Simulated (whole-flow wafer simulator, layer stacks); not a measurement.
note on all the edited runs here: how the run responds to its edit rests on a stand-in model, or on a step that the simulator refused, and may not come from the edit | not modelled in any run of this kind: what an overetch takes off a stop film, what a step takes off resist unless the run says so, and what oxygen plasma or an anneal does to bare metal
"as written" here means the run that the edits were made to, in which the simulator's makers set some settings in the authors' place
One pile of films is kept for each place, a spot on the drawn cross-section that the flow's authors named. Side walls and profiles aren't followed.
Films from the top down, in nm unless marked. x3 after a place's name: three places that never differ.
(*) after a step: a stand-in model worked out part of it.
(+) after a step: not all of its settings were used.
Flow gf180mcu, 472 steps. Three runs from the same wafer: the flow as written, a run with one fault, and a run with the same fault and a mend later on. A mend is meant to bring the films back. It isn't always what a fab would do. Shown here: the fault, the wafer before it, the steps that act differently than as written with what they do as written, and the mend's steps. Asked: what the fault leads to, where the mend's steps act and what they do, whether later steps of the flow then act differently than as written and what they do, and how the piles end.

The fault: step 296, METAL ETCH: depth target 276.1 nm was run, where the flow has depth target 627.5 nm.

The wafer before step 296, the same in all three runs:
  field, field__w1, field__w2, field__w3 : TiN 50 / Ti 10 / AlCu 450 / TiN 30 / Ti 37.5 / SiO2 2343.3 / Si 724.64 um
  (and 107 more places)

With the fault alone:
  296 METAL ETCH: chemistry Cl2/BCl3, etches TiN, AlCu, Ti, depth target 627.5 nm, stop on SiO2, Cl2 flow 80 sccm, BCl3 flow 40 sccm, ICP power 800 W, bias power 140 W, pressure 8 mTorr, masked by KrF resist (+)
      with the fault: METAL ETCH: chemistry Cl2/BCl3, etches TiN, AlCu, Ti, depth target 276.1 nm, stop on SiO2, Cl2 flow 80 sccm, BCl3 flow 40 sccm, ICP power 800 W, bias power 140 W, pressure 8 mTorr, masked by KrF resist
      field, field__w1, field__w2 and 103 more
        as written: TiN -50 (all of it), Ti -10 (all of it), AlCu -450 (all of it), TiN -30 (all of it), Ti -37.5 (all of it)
        with the fault: TiN -50 (all of it), Ti -10 (all of it), AlCu -216.1
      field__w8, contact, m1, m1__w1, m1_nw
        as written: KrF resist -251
        with the fault: KrF resist -110.4
  Later steps of the flow that act differently than as written:
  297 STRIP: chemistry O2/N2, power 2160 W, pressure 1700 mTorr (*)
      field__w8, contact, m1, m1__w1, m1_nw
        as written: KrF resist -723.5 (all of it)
        with the fault: KrF resist -864.1 (all of it)
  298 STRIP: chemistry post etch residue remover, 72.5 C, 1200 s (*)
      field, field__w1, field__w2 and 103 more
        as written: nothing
        with the fault: AlCu -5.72
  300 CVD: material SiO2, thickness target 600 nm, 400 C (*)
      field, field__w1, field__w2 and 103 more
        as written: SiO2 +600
        with the fault: SiO2 +600 (new film)
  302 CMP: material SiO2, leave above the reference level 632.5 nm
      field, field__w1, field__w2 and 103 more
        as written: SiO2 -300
        with the fault: SiO2 -595.7
  At the end the piles differ from the flow's by more than 2% or 0.5 nm, whichever is larger, at field, field__w1, field__w2 and 104 more.
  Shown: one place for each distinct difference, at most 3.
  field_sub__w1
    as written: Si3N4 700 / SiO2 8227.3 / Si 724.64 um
    with the fault: Si3N4 700 / SiO2 5588.3 / AlCu 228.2 / TiN 30 / Ti 37.5 / SiO2 2343.2 / Si 724.64 um
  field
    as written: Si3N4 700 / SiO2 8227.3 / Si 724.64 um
    with the fault: Si3N4 700 / SiO2 5588.3 / AlCu 228.2 / TiN 30 / Ti 37.5 / SiO2 2343.3 / Si 724.64 um
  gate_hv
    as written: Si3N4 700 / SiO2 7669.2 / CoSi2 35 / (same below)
    with the fault: Si3N4 700 / SiO2 5588.3 / AlCu 228.2 / TiN 30 / Ti 37.5 / SiO2 1785.1 / CoSi2 35 / (same below)

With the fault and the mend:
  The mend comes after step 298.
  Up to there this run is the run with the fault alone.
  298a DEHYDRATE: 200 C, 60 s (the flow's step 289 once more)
      changes no film at any place that is followed
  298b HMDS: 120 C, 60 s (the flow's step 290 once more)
      changes no film at any place that is followed
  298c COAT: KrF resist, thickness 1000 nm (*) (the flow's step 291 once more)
      iso_ptap_pw, iso_ntap_nw, iso_nw_fld and 33 more
        KrF resist +1000 (new film)
      field__w5, field__w9, field_sub__w4 and 18 more
        KrF resist +1001.8 (new film)
      field__w6, field_sub, field_sub__w1 and 11 more
        KrF resist +1001.9 (new film)
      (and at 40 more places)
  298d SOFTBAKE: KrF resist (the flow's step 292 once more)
      changes no film at any place that is followed
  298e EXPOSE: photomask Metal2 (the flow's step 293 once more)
      changes no film at any place that is followed
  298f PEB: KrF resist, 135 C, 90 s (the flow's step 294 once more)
      field__w1, field__w2, field__w3 and 59 more
        KrF resist -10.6
      iso_ptap_pw, iso_ntap_nw, iso_nw_fld and 33 more
        KrF resist -10.5
      sd_p, gate_p, nw_sep_fld
        KrF resist -10.7
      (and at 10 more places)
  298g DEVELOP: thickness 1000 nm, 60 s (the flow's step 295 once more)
      iso_ptap_pw, iso_ntap_nw, iso_nw_fld and 33 more
        KrF resist -989.5 (all of it)
      field_sub__w2, field_sub__w4, ld_gate_n and 12 more
        KrF resist -991.2 (all of it)
      field__w10, p_well, sti and 10 more
        KrF resist -991.4 (all of it)
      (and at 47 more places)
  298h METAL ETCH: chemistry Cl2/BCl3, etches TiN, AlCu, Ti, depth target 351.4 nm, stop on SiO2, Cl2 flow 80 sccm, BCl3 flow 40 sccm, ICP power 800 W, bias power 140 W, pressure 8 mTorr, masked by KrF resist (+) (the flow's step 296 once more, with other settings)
      field, field__w1, field__w2 and 103 more
        AlCu -228.2 (all of it), TiN -30 (all of it), Ti -37.5 (all of it)
      field__w8, contact, m1, m1__w1, m1_nw
        KrF resist -140.6
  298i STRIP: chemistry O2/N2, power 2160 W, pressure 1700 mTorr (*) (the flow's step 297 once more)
      field__w8
        KrF resist -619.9 (all of it)
      contact
        KrF resist -618.4 (all of it)
      m1
        KrF resist -619.8 (all of it)
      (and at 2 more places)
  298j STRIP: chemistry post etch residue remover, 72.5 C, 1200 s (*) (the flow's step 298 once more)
      field__w8, contact, m1, m1__w1, m1_nw
        TiN -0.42
  No later step of the flow acts differently than as written, at any place that is followed, by more than 2% or 0.5 nm, whichever is larger.
  At the end the piles differ from the flow's only slightly at the places that both follow, by at most 2% or 0.5 nm, whichever is larger.
